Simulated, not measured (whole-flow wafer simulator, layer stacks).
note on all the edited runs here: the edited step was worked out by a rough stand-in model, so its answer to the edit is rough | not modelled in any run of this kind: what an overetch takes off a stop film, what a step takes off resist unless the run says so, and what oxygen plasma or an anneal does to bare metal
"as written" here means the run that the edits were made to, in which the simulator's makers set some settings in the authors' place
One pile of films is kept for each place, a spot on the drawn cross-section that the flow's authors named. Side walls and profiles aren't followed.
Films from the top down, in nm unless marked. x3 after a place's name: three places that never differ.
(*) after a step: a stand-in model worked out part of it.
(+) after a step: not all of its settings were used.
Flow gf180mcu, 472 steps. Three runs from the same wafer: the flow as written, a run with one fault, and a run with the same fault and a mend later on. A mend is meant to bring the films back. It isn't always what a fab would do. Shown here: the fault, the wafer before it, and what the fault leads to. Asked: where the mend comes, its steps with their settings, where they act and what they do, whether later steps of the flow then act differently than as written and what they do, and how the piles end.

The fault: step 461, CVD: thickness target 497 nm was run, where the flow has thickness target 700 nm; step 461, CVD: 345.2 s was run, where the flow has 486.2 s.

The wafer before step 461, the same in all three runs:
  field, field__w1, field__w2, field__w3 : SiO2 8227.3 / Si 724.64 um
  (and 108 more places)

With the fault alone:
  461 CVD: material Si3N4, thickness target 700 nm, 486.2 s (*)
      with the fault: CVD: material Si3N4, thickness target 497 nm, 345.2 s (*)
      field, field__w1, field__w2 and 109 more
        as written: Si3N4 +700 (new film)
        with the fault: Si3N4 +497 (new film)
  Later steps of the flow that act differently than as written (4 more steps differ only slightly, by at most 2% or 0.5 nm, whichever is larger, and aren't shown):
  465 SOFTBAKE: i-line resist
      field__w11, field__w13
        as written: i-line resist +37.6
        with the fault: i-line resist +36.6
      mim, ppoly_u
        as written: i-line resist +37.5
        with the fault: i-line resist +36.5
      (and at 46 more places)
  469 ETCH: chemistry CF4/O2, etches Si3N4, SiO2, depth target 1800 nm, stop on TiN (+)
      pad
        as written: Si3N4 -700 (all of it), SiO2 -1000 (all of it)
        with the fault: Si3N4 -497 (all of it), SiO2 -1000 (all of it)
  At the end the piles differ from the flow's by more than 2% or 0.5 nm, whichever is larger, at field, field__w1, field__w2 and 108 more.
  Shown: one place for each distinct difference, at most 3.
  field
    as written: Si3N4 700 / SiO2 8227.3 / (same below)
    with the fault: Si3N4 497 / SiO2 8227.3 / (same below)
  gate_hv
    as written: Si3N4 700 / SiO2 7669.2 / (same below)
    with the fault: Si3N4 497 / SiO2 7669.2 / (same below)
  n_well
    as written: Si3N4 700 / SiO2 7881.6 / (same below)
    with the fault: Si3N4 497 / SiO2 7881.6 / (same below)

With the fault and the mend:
  The mend comes after step 468.
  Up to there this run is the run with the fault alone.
  468a STRIP: chemistry O2/N2, power 2160 W, pressure 1700 mTorr (*)
      iso_ptap_pw, iso_ntap_nw, iso_nw_fld and 33 more
        i-line resist -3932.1 (all of it)
      p_well, sti, spacer, sd_n, mim_1p0, dice_street
        i-line resist -3938.1 (all of it)
      field__w2, field__w3, field__w12
        i-line resist -3985.1 (all of it)
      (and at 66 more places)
  468b CVD: material Si3N4, thickness target 203 nm, 141 s (*) (the flow's step 461 once more, with other settings)
      field, field__w1, field__w2 and 109 more
        Si3N4 +203.1
  468c HMDS: 120 C, 60 s (the flow's step 463 once more)
      changes no film at any place that is followed
  468d COAT: i-line resist, thickness 4000 nm (*) (the flow's step 464 once more)
      iso_ptap_pw, iso_ntap_nw, iso_nw_fld and 33 more
        i-line resist +4000 (new film)
      field__w5, field__w9, field__w11, field__w13, gate_p_hv, nplus_u
        i-line resist +4017 (new film)
      p_well, sti, spacer, sd_n, mim_1p0, dice_street
        i-line resist +4006.3 (new film)
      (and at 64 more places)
  468e SOFTBAKE: i-line resist (the flow's step 465 once more)
      field__w11, field__w13, mim, ppoly_u
        i-line resist +37.5
      ld_fp_p, ld_drift_p, ld_drn_p
        i-line resist +33.8
      field__w2, field_sub__w3
        i-line resist +33.3
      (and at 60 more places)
  468f EXPOSE: photomask Pad (the flow's step 466 once more)
      changes no film at any place that is followed
  468g PEB: i-line resist, 115 C, 93.9 s (the flow's step 467 once more)
      iso_ptap_pw, iso_ntap_nw, iso_nw_fld and 33 more
        i-line resist -67.9
      field, field__w2, field__w3 and 25 more
        i-line resist -68.8
      field_sub, field_sub__w1, field_sub__w2 and 23 more
        i-line resist -68.7
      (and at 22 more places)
  468h DEVELOP: thickness 4000 nm (*) (the flow's step 468 once more)
      field__w7, field__w9, field_sub__w1 and 13 more
        i-line resist -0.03
      pad
        i-line resist -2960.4 (all of it)
  No later step of the flow acts differently than as written, at any place that is followed, by more than 2% or 0.5 nm, whichever is larger.
  At the end the piles differ from the flow's only slightly at the places that both follow, by at most 2% or 0.5 nm, whichever is larger.
